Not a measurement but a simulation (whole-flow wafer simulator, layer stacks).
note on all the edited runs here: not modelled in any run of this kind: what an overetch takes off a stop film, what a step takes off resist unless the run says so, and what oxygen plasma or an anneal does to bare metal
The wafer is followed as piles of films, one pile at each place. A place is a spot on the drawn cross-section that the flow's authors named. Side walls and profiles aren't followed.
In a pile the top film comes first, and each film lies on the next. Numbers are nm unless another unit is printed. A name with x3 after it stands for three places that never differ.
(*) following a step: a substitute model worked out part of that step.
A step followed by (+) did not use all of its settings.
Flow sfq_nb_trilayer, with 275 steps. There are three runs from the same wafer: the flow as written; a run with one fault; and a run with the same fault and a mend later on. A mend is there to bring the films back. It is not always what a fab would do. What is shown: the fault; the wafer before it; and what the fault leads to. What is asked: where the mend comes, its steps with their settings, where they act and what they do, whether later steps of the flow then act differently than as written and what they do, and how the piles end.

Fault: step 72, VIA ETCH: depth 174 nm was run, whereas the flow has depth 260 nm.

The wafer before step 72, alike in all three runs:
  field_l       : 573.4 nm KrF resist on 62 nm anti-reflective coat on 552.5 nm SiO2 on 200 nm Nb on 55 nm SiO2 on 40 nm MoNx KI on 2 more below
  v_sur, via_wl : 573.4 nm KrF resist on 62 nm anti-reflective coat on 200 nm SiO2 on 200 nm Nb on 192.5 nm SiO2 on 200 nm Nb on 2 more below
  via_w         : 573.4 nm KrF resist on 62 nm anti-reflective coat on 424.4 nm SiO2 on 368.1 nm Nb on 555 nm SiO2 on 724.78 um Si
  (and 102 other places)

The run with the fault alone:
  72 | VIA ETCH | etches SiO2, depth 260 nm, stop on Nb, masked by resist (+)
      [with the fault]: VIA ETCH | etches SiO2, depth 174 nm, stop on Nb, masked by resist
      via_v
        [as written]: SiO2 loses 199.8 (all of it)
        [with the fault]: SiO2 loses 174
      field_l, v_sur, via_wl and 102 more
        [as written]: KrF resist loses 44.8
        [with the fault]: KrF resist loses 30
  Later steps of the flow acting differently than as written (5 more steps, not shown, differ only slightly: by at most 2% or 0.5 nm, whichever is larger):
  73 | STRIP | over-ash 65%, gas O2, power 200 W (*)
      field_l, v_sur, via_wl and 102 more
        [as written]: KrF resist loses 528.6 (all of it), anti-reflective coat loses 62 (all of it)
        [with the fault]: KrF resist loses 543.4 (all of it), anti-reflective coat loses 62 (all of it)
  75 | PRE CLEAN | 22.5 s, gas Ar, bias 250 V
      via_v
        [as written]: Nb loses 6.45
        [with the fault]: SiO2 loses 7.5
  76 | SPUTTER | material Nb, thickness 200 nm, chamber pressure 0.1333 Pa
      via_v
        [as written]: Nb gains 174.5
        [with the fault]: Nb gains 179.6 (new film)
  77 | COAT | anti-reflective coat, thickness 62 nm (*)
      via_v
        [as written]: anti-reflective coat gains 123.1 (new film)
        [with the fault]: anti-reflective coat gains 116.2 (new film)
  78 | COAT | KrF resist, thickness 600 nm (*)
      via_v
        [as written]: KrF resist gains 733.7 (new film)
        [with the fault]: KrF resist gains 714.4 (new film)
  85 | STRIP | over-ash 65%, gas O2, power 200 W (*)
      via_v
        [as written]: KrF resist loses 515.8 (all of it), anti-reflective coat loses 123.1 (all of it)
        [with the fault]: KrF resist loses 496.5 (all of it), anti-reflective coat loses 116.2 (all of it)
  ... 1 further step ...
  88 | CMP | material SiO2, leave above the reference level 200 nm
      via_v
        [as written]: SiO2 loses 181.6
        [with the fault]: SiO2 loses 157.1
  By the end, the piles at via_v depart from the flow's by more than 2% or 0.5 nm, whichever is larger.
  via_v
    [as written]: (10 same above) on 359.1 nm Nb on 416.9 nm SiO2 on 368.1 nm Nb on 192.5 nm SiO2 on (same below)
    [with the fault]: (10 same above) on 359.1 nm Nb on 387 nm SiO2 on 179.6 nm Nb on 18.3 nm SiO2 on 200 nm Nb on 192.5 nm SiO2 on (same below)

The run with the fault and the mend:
  After step 72 comes the mend.
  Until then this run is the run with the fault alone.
  72a | VIA ETCH | etches SiO2, depth 86 nm, stop on Nb, masked by resist (+) (the flow's step 72, run once more with other settings)
      field_l, v_sur, via_wl and 102 more
        KrF resist loses 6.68
      via_v
        SiO2 loses 25.8 (all of it)
  None of the later steps of the flow differs from how it acts as written, at any place that is followed, by more than 2% or 0.5 nm, whichever is larger.
  The piles end the same as the flow's at every place that both follow.
